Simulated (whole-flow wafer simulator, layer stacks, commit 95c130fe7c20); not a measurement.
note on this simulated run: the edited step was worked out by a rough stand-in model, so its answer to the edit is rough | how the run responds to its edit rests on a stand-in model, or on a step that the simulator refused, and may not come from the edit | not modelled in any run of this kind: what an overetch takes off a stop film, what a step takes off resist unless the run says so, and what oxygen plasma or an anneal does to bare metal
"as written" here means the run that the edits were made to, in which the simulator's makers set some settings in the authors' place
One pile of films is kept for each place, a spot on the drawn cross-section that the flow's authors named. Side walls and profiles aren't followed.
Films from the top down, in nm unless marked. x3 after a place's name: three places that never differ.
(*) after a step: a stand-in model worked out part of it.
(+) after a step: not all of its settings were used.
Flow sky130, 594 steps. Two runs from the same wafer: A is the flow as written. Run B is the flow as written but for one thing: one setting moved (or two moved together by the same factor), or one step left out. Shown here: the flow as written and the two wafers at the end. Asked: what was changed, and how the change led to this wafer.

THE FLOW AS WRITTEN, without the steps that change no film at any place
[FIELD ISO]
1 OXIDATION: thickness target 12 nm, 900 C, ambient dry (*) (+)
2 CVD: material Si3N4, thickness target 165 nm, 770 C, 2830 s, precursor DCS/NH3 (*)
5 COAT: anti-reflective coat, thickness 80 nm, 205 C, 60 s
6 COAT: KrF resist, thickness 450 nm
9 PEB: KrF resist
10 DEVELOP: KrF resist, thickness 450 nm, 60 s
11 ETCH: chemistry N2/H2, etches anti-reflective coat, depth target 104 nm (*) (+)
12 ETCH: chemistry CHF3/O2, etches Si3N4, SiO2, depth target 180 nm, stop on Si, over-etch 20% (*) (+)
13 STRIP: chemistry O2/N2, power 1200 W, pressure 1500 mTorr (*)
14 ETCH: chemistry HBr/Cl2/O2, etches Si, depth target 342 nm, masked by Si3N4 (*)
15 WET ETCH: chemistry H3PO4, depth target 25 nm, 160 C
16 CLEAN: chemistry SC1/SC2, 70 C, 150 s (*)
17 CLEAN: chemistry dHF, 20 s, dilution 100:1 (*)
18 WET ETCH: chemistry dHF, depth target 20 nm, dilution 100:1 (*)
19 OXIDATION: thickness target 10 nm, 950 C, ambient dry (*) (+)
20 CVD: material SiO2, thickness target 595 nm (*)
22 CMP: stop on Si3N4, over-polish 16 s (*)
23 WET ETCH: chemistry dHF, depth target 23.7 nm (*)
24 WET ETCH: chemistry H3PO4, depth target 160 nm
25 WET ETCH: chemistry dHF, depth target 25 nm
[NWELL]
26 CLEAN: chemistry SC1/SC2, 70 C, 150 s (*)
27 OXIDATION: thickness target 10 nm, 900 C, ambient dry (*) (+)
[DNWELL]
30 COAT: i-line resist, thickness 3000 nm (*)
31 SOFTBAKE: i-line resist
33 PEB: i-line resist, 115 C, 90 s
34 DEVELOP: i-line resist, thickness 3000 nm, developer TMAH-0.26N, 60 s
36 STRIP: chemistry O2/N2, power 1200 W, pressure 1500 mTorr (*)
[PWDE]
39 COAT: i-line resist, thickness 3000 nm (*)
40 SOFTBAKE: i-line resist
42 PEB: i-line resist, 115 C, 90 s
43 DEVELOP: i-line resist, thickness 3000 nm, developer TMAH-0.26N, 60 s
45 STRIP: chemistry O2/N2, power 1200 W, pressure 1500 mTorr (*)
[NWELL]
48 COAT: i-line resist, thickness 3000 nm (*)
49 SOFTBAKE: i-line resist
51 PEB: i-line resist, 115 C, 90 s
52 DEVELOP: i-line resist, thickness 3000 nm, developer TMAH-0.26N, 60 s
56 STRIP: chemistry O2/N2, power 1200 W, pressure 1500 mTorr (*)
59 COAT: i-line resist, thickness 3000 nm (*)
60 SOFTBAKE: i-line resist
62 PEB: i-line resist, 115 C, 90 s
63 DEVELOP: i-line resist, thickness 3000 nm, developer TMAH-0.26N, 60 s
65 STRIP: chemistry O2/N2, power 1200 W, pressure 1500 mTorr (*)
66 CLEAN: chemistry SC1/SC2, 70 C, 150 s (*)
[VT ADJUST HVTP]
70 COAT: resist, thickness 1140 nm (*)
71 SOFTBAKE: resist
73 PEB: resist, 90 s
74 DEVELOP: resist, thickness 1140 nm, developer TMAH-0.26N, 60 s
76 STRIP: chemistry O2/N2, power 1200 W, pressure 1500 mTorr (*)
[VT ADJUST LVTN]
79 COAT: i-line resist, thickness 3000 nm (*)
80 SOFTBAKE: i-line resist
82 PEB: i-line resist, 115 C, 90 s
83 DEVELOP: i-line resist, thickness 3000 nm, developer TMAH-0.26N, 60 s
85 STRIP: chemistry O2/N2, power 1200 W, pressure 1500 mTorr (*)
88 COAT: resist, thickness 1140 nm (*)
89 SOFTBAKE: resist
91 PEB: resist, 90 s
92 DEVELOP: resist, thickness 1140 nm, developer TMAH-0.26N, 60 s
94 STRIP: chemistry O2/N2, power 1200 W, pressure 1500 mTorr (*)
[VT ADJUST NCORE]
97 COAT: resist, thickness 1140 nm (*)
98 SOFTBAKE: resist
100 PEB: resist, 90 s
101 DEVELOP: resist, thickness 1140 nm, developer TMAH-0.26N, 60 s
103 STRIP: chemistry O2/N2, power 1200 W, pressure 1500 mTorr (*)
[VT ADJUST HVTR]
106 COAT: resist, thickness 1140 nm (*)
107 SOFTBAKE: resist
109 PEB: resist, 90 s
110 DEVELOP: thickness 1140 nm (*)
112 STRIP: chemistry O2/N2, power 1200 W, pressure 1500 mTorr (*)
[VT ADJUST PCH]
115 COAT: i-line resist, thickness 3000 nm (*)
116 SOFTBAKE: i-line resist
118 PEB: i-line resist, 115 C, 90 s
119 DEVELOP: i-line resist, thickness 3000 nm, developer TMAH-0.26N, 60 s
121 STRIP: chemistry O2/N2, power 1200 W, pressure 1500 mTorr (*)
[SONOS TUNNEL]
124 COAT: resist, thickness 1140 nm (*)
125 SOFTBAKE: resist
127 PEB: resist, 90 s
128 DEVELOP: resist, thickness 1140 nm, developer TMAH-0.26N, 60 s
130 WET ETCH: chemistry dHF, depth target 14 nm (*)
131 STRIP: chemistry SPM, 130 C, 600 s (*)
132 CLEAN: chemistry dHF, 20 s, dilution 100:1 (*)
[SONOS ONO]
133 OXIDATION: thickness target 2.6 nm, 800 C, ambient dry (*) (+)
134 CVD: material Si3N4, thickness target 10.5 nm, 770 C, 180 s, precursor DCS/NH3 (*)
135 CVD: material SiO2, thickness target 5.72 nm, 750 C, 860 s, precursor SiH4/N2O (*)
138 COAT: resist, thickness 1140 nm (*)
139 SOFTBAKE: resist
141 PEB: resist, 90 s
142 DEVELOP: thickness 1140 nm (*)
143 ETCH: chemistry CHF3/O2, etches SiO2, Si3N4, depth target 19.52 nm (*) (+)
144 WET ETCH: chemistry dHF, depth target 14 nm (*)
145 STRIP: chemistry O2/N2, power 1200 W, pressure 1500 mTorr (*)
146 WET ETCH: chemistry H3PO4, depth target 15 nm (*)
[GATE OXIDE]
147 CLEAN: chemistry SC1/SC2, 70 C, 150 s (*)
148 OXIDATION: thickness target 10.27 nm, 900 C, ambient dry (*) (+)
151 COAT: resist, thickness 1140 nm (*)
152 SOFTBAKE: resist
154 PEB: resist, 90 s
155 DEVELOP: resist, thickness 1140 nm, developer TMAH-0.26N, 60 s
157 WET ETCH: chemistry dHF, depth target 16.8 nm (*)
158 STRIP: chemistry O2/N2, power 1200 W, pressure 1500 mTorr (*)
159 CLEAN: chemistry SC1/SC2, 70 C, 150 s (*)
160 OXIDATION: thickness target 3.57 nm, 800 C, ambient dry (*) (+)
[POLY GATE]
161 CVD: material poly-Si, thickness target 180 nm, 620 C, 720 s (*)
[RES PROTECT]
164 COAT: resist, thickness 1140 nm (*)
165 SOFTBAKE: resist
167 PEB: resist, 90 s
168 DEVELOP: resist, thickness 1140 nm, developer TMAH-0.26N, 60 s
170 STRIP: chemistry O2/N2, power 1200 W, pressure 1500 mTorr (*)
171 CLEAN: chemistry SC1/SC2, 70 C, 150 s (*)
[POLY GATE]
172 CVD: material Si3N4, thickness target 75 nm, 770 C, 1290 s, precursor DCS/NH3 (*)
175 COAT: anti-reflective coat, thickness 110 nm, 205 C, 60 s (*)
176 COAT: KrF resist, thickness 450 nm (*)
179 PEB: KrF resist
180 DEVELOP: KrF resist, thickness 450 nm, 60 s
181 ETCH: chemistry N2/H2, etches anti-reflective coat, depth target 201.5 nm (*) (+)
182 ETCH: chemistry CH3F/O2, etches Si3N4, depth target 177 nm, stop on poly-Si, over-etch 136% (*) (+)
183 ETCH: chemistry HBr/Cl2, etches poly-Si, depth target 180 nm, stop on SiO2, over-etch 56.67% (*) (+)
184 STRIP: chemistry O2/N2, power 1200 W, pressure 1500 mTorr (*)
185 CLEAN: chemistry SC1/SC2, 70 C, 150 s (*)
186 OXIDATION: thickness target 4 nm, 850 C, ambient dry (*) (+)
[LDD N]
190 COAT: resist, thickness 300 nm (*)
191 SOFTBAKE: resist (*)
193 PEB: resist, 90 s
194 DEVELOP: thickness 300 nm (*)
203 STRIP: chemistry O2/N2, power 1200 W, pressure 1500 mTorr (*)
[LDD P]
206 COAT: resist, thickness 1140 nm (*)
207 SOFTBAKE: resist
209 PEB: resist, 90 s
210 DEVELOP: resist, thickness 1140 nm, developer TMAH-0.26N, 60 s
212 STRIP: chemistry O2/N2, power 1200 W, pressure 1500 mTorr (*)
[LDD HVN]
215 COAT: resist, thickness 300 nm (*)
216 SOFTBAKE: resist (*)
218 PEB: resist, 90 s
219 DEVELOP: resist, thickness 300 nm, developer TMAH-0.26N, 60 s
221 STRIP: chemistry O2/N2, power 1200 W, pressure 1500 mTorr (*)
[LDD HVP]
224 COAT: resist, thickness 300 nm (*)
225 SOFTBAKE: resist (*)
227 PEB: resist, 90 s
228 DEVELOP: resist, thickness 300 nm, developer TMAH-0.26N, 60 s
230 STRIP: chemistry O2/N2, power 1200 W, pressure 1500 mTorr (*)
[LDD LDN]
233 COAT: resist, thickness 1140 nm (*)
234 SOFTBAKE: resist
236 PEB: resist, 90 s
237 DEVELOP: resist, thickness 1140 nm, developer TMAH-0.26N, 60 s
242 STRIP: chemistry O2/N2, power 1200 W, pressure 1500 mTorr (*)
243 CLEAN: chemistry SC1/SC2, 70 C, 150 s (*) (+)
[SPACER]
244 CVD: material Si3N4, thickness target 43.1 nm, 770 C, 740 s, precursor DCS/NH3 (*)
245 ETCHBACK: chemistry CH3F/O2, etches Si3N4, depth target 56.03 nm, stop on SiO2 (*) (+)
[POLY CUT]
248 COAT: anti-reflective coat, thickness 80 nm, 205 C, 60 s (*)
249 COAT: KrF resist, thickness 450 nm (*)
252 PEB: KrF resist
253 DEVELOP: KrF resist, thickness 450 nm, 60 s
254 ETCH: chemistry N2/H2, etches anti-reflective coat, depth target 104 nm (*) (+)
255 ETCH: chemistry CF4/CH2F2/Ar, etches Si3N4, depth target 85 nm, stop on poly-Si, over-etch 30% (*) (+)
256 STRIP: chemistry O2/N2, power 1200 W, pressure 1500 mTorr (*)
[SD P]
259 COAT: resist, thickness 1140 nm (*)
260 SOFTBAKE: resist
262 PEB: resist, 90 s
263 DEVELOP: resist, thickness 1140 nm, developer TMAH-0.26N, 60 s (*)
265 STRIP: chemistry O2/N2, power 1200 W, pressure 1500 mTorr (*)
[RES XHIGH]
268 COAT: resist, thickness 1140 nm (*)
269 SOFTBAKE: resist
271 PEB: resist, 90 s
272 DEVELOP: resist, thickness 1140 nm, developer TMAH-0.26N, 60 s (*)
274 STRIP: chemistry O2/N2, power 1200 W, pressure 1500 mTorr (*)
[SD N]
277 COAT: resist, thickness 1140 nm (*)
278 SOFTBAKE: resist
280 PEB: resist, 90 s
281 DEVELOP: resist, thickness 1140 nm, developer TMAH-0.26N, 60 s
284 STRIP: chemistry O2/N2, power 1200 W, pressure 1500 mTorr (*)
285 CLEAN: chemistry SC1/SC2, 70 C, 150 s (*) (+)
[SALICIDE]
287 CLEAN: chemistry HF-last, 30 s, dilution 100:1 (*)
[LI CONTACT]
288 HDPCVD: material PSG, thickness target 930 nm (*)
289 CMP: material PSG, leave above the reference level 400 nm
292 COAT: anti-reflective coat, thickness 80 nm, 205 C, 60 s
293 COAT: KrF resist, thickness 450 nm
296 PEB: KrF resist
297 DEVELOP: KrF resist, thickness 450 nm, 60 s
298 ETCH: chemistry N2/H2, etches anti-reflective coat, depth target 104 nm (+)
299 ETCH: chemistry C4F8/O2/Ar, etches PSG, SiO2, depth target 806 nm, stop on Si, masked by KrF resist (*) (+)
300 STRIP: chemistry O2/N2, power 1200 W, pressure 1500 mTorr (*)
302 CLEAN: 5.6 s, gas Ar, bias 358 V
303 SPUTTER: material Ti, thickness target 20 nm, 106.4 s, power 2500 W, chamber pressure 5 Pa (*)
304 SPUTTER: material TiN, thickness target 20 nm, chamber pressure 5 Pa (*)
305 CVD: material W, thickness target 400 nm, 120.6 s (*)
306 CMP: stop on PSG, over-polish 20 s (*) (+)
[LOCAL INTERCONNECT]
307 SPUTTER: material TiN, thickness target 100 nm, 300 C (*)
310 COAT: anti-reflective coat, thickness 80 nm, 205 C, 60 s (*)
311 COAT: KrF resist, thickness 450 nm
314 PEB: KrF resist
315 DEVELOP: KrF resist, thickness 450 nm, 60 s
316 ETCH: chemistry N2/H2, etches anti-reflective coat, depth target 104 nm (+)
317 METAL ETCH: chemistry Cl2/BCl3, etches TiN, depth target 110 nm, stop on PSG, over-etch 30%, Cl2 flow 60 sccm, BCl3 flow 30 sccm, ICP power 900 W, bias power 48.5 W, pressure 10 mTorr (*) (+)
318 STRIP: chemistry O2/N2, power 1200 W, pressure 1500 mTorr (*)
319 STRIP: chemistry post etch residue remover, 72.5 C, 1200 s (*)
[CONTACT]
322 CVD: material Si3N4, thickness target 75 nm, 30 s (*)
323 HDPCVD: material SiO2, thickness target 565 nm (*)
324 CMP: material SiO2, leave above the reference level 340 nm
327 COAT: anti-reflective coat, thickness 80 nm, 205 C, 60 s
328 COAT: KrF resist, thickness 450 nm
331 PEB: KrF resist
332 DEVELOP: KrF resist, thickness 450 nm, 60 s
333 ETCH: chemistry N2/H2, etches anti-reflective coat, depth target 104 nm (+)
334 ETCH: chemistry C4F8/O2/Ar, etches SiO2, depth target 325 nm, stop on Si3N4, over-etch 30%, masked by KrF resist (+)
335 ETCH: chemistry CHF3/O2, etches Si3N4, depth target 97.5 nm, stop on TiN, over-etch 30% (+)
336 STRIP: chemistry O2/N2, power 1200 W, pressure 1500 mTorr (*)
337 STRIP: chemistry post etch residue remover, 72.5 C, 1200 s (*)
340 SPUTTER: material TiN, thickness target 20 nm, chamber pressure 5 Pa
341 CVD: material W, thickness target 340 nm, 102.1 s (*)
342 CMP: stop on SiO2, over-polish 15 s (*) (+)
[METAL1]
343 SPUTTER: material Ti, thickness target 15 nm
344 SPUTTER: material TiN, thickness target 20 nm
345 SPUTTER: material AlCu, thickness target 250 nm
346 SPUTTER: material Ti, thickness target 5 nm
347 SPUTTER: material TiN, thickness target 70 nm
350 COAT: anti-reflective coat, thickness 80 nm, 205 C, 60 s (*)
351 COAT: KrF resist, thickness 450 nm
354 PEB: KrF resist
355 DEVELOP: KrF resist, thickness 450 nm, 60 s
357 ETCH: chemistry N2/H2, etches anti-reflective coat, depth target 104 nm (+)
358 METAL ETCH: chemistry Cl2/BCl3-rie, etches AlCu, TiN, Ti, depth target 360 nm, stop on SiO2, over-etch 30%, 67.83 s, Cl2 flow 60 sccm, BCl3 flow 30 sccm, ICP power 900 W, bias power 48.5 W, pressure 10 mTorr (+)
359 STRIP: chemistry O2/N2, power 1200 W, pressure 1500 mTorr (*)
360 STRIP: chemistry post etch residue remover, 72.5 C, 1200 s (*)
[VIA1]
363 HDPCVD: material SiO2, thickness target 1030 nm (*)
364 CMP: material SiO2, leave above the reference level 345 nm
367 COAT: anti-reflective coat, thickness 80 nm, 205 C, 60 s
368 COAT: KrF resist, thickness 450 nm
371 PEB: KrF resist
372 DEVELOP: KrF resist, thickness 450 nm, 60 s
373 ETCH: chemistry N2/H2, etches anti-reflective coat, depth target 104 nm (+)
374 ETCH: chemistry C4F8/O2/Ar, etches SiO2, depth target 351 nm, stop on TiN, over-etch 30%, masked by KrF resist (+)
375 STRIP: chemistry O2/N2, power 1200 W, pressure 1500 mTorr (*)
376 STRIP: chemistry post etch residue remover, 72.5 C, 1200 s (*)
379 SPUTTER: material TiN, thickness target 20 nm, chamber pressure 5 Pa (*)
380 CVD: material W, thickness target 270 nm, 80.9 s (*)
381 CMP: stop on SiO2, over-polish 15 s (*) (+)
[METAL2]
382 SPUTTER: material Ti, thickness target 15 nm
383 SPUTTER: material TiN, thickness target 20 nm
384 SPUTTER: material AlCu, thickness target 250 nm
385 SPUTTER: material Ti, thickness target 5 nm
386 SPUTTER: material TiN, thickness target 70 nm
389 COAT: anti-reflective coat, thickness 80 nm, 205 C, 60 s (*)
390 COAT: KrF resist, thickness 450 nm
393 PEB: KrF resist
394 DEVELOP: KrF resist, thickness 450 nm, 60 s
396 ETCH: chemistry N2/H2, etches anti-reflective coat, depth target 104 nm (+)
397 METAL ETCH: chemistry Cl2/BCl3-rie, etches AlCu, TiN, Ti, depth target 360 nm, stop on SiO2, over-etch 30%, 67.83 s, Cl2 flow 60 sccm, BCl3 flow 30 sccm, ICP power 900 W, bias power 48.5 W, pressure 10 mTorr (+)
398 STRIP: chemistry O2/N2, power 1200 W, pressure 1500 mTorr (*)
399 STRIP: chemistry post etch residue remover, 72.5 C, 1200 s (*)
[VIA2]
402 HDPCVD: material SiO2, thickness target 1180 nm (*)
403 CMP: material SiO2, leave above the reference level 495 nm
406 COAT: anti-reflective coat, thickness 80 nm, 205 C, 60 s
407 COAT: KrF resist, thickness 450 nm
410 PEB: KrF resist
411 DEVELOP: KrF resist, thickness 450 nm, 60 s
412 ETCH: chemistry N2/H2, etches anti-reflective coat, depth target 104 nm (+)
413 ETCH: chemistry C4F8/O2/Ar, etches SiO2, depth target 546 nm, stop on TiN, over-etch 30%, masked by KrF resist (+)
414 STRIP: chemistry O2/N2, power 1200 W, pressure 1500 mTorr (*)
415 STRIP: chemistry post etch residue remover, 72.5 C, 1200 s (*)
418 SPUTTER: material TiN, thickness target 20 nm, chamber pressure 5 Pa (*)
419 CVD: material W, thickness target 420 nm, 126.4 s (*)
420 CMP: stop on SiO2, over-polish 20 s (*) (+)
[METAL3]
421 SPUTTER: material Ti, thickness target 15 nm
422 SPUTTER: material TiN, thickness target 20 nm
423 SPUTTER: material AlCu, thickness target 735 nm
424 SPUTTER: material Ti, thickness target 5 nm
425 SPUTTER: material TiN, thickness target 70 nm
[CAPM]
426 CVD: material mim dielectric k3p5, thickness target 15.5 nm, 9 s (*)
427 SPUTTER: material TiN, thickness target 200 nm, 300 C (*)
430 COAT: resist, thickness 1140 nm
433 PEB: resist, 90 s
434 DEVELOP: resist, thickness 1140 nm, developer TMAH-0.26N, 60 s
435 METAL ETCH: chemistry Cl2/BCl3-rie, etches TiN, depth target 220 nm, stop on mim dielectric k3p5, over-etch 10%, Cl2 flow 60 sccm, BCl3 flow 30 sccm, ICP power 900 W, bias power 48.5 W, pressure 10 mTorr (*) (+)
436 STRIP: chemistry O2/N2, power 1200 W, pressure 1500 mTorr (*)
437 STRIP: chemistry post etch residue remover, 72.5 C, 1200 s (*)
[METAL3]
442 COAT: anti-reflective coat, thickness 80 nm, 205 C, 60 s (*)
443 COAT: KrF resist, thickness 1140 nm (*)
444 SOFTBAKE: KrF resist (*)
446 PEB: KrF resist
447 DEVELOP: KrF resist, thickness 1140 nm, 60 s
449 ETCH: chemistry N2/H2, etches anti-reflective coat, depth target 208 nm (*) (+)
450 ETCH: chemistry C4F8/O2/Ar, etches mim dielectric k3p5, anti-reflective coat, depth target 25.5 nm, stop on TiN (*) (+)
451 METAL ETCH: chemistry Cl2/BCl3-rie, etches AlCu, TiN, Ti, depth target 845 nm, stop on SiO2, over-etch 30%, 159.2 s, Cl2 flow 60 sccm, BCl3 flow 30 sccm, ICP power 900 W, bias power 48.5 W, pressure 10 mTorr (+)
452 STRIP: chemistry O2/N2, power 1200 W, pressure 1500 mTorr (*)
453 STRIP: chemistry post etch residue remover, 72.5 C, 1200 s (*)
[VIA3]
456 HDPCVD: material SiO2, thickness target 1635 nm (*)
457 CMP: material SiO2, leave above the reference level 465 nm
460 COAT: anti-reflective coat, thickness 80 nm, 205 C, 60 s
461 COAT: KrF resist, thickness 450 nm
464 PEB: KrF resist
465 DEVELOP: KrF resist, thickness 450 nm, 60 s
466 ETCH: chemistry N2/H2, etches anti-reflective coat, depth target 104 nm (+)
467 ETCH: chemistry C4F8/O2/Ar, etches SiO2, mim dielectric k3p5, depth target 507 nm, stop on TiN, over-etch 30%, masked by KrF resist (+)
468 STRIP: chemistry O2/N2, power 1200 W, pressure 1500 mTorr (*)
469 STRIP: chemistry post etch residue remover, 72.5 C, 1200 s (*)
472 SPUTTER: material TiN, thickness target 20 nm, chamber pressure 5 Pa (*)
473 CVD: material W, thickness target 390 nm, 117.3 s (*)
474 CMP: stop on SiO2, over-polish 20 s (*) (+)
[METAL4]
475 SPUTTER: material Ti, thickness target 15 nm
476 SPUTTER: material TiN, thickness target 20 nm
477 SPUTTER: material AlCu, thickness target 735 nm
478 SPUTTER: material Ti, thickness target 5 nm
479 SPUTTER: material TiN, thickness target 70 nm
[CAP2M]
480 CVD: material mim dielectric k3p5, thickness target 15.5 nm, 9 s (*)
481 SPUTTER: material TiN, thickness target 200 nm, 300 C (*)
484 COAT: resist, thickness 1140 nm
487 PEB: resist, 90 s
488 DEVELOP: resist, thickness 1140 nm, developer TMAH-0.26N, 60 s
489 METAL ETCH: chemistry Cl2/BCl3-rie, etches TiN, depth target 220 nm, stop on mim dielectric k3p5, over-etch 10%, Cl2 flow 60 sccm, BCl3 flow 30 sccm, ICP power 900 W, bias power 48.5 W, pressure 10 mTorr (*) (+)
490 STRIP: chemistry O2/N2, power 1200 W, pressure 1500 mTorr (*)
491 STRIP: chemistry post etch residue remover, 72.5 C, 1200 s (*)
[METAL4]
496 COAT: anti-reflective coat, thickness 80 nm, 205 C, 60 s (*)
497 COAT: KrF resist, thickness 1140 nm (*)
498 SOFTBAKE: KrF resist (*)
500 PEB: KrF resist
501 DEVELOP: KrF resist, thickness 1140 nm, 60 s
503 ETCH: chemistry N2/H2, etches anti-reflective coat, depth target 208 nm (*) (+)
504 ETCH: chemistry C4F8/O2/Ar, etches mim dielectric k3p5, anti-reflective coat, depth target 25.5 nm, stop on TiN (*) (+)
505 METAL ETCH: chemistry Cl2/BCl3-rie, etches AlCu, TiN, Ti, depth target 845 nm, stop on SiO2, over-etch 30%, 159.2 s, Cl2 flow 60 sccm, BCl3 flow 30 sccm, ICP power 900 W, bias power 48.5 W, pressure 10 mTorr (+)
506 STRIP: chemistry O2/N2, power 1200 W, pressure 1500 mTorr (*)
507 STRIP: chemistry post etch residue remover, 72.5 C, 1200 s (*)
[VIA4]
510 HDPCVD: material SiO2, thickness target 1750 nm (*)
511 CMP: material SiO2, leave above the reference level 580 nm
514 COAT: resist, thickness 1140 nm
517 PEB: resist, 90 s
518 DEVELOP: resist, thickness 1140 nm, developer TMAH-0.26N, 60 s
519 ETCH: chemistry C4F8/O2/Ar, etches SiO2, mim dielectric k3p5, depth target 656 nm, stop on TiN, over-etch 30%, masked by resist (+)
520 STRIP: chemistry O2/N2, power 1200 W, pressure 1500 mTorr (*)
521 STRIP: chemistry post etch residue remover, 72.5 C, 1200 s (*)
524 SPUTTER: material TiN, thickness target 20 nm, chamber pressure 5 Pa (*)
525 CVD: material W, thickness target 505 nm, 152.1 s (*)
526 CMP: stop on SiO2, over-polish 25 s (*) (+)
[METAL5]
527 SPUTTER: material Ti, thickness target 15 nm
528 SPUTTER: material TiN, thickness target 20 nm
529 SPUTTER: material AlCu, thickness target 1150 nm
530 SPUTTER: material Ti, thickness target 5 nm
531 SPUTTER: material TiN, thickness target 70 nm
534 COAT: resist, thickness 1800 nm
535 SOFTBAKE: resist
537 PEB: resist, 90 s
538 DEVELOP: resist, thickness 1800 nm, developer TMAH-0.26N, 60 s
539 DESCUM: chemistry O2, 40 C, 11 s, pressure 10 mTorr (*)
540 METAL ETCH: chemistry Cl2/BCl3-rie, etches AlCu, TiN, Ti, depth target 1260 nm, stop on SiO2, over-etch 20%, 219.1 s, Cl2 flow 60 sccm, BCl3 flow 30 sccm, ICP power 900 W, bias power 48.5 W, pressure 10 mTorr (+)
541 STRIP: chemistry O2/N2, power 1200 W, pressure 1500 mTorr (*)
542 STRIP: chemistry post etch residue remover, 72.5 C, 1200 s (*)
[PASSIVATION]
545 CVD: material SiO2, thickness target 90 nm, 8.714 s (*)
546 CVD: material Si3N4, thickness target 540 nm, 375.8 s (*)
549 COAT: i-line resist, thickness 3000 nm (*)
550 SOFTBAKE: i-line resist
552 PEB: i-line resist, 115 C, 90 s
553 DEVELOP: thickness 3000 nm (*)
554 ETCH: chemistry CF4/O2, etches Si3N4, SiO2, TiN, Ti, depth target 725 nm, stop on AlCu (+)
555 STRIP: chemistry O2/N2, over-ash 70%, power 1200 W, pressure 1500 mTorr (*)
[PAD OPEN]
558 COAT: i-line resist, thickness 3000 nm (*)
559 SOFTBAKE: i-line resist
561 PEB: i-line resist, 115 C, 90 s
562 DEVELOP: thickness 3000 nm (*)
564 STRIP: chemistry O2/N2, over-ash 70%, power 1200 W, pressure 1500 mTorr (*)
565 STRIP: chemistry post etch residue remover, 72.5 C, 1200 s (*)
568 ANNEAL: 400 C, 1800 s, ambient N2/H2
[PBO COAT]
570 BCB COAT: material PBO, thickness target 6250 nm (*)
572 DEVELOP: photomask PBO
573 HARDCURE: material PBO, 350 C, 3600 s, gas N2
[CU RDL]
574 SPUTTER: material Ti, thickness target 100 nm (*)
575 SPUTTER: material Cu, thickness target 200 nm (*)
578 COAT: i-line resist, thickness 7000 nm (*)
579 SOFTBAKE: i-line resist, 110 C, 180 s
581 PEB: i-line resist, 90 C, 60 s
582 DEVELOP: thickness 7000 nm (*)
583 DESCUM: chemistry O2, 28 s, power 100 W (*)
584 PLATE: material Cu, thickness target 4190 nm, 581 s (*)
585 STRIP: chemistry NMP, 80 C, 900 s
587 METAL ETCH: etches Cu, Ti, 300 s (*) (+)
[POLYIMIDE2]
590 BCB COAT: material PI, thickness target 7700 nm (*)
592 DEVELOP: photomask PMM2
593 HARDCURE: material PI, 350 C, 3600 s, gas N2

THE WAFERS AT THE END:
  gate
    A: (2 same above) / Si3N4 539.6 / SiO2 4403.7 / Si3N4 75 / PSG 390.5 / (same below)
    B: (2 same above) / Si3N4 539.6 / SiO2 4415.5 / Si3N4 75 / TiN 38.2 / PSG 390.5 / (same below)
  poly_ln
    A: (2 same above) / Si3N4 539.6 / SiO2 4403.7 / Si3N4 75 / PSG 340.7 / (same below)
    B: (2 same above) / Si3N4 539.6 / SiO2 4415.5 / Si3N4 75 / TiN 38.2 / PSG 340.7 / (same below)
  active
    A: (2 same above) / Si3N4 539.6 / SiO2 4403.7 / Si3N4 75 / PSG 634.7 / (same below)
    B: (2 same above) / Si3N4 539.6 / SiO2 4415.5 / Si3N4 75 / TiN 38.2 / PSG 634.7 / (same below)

The cause: step 307, SPUTTER: thickness target 150 nm was run, where the flow has thickness target 100 nm.

How the change led to this, step by step:
  307 SPUTTER: material TiN, thickness target 100 nm, 300 C (*)
      field, active, n_well and 188 more: A TiN +100 (new film) | B TiN +150 (new film)
  317 METAL ETCH: chemistry Cl2/BCl3, etches TiN, depth target 110 nm, stop on PSG, over-etch 30%, Cl2 flow 60 sccm, BCl3 flow 30 sccm, ICP power 900 W, bias power 48.5 W, pressure 10 mTorr (*) (+)
      field, active, gate and 88 more: A TiN -98.7 (all of it) | B TiN -110
  324 CMP: material SiO2, leave above the reference level 340 nm
      field, active, gate and 88 more: A SiO2 -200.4 | B SiO2 -188.7
Counting metal films that touch as one body, gate has 1 body; the flow as written gives 0 bodies.
Counting metal films that touch as one body, poly_ln has 1 body; the flow as written gives 0 bodies.
Counting metal films that touch as one body, active has 1 body; the flow as written gives 0 bodies.
